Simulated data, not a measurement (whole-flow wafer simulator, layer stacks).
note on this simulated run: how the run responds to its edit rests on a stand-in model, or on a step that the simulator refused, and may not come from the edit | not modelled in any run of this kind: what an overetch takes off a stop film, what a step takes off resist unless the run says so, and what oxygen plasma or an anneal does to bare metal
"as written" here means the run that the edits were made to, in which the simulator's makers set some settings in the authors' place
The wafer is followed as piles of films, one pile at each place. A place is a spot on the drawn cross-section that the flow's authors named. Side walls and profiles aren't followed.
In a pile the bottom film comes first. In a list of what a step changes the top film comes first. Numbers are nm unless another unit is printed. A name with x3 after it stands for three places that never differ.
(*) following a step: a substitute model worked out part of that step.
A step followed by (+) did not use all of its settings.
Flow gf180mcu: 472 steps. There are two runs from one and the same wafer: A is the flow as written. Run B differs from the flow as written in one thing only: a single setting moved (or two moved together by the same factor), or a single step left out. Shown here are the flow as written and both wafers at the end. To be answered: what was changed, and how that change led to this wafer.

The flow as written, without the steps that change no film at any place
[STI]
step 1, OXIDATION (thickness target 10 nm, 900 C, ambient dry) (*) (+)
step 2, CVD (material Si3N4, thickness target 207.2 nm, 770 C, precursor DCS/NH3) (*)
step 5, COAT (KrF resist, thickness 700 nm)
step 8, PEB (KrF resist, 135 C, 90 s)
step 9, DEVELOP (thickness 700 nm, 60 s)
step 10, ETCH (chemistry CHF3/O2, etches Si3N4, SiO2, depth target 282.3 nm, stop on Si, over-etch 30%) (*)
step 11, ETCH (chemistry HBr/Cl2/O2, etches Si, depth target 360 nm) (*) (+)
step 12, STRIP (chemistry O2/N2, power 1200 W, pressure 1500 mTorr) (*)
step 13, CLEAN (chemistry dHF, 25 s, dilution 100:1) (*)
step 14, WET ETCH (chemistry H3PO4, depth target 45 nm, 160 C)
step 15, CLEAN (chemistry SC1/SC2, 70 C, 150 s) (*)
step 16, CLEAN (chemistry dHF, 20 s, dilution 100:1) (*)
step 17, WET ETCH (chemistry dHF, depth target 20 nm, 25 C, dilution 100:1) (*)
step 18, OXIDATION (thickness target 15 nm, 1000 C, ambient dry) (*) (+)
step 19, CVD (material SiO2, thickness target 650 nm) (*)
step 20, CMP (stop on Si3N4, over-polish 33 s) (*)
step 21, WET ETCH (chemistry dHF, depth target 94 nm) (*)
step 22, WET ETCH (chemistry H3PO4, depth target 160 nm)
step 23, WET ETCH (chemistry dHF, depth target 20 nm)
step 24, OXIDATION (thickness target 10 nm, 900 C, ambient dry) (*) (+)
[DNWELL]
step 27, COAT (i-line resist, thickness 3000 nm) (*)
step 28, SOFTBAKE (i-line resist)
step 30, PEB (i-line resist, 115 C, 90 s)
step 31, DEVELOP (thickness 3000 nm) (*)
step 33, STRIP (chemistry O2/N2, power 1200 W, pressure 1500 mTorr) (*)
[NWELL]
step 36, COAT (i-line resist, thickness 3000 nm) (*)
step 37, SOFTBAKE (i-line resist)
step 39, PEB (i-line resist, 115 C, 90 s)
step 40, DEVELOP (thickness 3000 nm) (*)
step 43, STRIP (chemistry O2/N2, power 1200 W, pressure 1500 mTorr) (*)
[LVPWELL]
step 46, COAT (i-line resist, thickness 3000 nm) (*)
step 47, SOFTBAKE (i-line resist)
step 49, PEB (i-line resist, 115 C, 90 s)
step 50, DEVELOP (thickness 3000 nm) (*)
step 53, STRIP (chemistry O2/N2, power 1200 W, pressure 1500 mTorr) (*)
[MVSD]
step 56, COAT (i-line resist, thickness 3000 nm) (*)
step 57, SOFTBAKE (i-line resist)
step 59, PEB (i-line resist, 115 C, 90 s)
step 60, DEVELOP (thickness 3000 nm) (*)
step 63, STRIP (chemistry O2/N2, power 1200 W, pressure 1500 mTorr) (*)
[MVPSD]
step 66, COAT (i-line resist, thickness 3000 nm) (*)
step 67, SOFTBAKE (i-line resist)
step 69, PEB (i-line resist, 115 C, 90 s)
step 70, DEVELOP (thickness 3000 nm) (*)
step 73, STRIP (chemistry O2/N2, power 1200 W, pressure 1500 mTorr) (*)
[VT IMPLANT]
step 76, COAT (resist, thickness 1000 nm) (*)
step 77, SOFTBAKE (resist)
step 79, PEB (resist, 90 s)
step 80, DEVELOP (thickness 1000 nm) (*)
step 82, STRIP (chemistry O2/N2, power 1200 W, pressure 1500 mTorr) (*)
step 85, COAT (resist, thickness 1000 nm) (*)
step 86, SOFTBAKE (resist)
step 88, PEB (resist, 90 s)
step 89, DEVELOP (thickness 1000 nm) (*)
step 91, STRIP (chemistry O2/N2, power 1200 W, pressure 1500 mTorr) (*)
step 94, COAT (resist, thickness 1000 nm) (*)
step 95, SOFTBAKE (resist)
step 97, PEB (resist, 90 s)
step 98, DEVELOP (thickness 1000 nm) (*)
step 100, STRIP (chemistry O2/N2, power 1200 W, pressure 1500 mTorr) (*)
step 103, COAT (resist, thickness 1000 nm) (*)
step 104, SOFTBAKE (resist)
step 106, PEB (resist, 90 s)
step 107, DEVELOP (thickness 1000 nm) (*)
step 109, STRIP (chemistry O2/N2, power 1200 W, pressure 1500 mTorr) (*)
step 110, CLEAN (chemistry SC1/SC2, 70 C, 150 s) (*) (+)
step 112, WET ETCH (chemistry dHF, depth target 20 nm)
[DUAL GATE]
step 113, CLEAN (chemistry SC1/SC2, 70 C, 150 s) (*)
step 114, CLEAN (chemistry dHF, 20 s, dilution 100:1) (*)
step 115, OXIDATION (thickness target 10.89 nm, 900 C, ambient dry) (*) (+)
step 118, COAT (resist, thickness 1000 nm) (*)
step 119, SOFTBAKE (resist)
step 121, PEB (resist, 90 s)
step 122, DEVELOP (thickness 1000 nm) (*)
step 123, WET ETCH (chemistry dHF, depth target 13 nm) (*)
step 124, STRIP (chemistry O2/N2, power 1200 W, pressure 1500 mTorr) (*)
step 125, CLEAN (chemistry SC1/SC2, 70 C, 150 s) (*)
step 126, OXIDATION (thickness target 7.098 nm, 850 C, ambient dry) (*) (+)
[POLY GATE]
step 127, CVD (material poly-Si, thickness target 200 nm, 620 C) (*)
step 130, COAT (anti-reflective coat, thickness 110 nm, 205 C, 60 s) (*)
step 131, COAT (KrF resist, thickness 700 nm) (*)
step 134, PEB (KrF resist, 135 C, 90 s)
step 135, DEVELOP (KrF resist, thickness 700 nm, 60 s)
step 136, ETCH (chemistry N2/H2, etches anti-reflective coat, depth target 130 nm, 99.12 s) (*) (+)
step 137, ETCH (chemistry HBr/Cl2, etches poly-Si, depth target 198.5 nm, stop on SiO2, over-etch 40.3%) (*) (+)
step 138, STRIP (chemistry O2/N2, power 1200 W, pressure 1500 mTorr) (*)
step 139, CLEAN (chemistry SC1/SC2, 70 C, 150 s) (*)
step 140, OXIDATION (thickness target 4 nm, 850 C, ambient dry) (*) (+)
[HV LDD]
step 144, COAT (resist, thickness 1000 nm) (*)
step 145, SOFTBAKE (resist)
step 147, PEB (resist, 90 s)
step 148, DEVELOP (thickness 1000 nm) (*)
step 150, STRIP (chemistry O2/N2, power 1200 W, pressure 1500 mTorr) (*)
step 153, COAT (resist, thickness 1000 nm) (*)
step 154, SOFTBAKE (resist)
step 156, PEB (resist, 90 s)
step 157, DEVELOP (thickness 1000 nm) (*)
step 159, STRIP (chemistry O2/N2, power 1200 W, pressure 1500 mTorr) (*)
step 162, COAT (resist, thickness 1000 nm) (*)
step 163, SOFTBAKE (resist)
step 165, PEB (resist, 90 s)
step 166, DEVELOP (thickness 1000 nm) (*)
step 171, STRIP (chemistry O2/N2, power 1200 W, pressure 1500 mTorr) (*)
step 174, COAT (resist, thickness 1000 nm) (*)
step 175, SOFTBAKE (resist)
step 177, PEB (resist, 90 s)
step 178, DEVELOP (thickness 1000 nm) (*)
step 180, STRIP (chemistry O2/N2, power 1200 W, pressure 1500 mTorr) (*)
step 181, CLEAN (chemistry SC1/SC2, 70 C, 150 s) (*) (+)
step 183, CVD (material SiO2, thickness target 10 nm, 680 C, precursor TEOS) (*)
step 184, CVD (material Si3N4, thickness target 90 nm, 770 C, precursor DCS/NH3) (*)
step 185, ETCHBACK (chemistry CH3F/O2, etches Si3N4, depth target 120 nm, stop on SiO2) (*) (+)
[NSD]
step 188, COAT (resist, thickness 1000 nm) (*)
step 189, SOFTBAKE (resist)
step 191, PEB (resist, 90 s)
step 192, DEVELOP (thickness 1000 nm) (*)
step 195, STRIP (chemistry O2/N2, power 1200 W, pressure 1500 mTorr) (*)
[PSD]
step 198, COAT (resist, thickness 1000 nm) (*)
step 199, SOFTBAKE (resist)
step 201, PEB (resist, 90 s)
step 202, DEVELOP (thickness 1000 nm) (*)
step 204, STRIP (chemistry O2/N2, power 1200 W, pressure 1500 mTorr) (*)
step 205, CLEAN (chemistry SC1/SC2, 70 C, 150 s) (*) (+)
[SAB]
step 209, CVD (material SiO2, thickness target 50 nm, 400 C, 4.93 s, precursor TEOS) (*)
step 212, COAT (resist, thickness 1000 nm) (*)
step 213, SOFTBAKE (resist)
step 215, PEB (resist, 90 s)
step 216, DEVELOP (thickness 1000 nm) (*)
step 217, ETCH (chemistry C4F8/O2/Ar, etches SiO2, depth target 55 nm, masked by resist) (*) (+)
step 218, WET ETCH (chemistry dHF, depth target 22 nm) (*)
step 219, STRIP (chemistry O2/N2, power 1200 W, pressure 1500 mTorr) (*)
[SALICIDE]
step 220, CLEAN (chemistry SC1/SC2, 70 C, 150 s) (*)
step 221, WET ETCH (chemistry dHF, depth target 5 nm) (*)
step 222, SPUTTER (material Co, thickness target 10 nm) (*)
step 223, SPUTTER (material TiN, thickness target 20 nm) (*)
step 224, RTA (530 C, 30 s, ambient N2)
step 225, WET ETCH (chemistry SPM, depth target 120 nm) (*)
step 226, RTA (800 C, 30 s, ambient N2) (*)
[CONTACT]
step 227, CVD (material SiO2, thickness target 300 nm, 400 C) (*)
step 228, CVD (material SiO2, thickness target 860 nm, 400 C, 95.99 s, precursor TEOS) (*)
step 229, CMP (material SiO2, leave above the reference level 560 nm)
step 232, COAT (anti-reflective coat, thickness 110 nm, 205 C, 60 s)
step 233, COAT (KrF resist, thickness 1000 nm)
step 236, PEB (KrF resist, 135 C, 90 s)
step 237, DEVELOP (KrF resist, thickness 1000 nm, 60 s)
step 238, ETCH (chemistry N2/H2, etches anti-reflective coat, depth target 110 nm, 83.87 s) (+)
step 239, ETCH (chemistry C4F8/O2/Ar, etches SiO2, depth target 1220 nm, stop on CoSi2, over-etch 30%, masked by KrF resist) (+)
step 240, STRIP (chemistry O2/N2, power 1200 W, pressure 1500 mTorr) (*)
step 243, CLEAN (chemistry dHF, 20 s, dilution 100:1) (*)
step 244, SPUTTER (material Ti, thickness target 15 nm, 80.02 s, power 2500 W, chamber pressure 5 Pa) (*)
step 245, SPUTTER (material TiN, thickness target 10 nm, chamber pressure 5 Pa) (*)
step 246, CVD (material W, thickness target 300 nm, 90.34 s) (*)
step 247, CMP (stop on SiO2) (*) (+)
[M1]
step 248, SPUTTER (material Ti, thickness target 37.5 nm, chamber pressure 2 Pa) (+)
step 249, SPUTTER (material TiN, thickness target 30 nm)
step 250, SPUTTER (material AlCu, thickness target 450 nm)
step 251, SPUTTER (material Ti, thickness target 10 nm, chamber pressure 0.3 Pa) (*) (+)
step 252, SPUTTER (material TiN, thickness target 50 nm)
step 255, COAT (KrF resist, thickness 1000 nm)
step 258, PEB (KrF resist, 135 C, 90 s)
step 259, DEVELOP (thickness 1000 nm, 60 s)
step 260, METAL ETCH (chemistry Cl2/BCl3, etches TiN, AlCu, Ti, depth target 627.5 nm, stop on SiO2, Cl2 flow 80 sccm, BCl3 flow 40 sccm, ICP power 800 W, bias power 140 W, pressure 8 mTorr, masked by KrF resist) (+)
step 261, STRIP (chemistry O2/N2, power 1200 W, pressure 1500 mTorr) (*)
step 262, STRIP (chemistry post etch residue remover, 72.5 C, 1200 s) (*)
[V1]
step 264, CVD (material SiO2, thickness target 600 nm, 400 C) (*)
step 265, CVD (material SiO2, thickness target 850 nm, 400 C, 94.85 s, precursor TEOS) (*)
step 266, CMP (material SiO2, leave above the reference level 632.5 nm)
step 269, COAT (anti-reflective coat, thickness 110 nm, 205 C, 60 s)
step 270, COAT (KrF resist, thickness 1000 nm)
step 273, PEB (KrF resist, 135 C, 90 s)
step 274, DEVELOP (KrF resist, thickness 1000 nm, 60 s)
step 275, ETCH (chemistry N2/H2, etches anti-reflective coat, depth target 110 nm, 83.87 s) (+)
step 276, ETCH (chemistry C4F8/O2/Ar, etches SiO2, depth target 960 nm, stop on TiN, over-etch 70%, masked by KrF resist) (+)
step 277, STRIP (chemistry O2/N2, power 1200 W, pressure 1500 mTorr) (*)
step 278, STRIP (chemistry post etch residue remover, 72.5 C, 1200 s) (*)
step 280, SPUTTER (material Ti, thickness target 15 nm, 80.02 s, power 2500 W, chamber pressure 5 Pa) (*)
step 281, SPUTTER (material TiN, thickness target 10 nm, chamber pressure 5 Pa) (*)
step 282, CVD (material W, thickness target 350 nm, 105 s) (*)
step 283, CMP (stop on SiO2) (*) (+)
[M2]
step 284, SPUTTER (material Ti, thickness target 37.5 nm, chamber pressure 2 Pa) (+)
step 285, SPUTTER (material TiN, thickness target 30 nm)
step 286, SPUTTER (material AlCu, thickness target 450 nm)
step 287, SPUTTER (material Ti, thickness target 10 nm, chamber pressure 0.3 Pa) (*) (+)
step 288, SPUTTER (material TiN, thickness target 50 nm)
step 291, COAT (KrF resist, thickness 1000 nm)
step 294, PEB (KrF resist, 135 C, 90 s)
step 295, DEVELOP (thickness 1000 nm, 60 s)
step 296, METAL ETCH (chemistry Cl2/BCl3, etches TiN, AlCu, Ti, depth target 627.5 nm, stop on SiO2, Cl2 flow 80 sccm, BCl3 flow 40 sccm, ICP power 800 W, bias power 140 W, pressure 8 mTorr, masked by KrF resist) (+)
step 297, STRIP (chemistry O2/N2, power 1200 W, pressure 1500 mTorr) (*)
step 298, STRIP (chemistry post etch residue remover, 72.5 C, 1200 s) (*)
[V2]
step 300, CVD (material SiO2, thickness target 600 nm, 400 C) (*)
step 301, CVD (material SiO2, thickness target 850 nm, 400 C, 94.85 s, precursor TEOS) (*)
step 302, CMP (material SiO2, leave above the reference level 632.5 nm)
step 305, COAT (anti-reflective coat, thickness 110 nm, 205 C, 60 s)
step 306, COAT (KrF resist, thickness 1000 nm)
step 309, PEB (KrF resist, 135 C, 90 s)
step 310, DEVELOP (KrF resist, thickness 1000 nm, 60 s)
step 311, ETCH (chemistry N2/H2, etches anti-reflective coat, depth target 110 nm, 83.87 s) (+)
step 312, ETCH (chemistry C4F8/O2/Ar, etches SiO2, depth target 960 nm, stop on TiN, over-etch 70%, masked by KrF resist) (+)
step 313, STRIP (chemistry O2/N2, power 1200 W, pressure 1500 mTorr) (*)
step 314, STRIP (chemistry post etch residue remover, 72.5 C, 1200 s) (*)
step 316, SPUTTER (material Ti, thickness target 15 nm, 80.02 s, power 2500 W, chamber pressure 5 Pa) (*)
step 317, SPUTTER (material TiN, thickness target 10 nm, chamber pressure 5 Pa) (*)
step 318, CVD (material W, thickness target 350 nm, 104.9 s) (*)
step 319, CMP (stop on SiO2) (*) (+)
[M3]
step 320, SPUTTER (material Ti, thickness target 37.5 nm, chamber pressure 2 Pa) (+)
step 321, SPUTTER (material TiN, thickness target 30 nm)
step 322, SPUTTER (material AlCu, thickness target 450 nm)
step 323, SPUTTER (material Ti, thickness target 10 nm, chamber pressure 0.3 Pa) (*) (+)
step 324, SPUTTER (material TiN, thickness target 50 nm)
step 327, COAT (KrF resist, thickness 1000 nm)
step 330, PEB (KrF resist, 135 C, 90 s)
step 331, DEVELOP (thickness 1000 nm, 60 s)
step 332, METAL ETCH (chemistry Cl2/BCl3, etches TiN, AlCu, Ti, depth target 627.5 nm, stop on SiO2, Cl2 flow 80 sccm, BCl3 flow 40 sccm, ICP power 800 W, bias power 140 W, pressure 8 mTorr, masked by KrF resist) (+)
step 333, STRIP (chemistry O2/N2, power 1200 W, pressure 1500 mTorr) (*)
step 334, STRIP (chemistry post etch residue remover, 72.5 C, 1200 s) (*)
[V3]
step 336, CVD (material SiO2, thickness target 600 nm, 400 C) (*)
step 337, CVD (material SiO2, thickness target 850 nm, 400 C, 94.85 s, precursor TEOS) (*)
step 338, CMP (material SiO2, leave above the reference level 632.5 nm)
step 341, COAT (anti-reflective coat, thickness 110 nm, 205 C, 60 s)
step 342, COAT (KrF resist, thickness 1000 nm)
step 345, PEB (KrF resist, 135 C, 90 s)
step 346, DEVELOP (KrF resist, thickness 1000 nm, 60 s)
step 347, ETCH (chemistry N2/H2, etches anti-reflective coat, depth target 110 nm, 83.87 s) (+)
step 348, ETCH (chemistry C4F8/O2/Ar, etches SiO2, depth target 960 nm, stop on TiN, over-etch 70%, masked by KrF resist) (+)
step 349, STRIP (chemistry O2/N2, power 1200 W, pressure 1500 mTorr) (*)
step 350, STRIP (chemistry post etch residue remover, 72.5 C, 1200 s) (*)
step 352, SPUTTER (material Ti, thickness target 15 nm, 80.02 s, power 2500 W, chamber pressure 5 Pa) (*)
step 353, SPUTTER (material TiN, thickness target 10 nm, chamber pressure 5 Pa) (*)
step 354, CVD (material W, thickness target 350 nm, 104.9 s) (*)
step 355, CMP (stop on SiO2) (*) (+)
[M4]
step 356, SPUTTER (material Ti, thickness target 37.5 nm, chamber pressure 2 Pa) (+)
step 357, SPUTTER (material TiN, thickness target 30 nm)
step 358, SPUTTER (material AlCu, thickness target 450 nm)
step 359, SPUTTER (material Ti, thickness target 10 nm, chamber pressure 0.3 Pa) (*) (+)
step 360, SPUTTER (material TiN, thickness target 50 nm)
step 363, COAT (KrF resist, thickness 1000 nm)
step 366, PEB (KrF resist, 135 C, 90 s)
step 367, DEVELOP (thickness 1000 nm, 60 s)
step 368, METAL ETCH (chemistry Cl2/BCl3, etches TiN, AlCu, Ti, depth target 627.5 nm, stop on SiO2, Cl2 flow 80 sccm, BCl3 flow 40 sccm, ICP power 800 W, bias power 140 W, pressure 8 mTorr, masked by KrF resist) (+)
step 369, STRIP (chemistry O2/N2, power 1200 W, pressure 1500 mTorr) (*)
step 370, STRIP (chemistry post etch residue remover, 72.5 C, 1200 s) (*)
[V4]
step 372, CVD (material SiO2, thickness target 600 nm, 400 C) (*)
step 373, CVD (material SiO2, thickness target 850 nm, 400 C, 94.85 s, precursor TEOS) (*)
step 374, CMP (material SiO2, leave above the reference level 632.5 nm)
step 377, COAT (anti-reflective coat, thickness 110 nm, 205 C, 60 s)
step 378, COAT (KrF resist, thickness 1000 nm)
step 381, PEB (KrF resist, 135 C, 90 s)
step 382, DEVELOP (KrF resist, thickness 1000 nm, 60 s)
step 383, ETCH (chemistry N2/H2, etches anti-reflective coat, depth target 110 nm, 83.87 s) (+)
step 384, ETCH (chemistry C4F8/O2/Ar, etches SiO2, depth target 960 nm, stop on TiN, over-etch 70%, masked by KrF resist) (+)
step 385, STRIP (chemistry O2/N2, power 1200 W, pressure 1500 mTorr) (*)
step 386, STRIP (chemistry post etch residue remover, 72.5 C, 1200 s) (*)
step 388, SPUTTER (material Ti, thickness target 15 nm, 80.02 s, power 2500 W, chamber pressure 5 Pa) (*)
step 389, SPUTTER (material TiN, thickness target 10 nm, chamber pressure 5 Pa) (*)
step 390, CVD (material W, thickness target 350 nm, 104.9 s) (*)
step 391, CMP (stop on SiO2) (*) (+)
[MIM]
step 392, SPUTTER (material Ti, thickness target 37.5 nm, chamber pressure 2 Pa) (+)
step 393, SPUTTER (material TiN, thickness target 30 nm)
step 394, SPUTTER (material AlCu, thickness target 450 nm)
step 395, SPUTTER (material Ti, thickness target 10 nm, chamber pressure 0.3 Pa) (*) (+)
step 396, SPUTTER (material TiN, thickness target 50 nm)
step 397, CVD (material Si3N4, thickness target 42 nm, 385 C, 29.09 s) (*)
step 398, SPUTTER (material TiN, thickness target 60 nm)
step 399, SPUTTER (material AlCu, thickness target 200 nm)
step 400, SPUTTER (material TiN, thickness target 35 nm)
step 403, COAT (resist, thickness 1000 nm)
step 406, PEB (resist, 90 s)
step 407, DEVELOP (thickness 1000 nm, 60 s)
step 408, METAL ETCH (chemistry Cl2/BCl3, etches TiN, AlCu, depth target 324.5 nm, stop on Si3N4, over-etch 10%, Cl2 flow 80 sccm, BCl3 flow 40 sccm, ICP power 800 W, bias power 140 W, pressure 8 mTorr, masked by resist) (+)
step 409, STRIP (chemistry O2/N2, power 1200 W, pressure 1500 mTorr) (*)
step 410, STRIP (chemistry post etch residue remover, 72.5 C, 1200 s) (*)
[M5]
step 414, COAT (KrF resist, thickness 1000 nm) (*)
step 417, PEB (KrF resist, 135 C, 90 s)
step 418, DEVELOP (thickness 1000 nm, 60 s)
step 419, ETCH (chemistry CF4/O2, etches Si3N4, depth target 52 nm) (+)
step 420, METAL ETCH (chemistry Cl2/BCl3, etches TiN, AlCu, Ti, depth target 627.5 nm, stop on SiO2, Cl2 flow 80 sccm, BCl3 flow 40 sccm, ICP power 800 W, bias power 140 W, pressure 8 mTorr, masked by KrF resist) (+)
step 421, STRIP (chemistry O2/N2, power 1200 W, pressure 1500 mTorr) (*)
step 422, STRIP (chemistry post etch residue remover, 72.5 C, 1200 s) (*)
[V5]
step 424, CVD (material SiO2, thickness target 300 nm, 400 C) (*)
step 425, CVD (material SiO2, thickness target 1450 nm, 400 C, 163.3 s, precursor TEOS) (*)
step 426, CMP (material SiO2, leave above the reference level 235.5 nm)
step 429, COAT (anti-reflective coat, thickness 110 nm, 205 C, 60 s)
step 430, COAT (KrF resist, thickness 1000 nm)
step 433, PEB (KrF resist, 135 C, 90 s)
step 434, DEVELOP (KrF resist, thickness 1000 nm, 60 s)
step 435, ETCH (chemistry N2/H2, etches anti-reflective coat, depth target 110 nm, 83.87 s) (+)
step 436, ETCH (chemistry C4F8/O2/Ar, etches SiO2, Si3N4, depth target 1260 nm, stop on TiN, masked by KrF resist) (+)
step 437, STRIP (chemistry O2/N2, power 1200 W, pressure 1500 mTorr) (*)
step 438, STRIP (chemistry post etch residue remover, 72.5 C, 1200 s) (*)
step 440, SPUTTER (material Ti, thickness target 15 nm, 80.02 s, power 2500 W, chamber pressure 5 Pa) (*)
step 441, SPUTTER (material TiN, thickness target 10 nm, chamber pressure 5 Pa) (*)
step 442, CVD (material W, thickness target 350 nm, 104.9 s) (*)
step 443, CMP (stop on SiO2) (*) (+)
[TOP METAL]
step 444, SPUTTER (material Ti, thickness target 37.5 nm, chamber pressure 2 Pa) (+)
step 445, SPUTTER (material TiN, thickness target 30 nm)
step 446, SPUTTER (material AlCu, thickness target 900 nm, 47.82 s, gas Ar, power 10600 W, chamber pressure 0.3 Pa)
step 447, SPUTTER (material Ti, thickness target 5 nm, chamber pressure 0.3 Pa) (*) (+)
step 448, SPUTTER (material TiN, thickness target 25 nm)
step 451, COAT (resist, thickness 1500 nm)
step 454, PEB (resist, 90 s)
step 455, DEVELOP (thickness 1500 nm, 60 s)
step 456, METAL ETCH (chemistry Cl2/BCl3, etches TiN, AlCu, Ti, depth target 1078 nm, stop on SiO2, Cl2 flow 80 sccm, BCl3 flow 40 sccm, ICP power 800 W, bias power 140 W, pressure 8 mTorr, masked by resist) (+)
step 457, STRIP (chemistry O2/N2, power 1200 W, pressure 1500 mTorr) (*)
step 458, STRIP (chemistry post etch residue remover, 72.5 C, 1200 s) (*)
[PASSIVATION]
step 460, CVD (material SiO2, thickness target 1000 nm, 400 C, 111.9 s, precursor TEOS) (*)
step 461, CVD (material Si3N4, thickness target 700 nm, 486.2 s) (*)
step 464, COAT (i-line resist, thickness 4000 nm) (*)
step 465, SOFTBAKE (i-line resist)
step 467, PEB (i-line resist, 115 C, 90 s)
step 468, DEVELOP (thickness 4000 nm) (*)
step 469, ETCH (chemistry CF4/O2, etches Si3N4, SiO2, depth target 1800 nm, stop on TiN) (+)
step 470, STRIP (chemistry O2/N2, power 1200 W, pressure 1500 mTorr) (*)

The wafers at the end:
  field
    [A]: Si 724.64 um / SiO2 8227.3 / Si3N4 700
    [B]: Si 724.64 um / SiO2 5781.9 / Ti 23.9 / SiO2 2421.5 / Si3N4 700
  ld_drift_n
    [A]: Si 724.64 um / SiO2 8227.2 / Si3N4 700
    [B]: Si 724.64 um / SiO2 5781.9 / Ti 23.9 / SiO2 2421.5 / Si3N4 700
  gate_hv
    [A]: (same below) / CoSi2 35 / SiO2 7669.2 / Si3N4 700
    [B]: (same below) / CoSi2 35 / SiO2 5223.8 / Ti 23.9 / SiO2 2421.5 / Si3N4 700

What caused this: step 420, METAL ETCH: depth target 552.2 nm was run, though the flow has depth target 627.5 nm.

The path from the change to this, step by step:
  step 420, METAL ETCH (chemistry Cl2/BCl3, etches TiN, AlCu, Ti, depth target 627.5 nm, stop on SiO2, Cl2 flow 80 sccm, BCl3 flow 40 sccm, ICP power 800 W, bias power 140 W, pressure 8 mTorr, masked by KrF resist) (+)
      field, field__w1, field__w2 and 101 more: A TiN loses 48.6 (all of it), Ti loses 10 (all of it), AlCu loses 450 (all of it), TiN loses 30 (all of it), Ti loses 37.5 (all of it) | B TiN loses 48.6 (all of it), Ti loses 10 (all of it), AlCu loses 450 (all of it), TiN loses 30 (all of it), Ti loses 13.6
      field__w4, field__w8, contact, m1, m1__w1, mim, mim_1p0, m1_nw: A KrF resist loses 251 | B KrF resist loses 220.9
  step 421, STRIP (chemistry O2/N2, power 1200 W, pressure 1500 mTorr) (*)
      field__w8, m1__w1: A KrF resist loses 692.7 (all of it) | B KrF resist loses 722.8 (all of it)
      contact, m1: A KrF resist loses 693.2 (all of it) | B KrF resist loses 723.3 (all of it)
      (and at 4 other places as well)
  step 424, CVD (material SiO2, thickness target 300 nm, 400 C) (*)
      field, field__w1, field__w2 and 101 more: A SiO2 gains 300 | B SiO2 gains 300 (new film)
  step 426, CMP (material SiO2, leave above the reference level 235.5 nm)
      field, field__w1, field__w5 and 92 more: A SiO2 loses 300.8 | B SiO2 loses 324.7
      field__w2, field__w3, field__w12 and 6 more: A SiO2 loses 272.7 | B SiO2 loses 297.6
Taking metal films that touch as one body, field has 1 body; the flow as written gives 0 bodies.
Taking metal films that touch as one body, ld_drift_n has 1 body; the flow as written gives 0 bodies.
Taking metal films that touch as one body, gate_hv has 2 bodies (between them, from the top down: SiO2 5223.8); the flow as written gives 1 body.
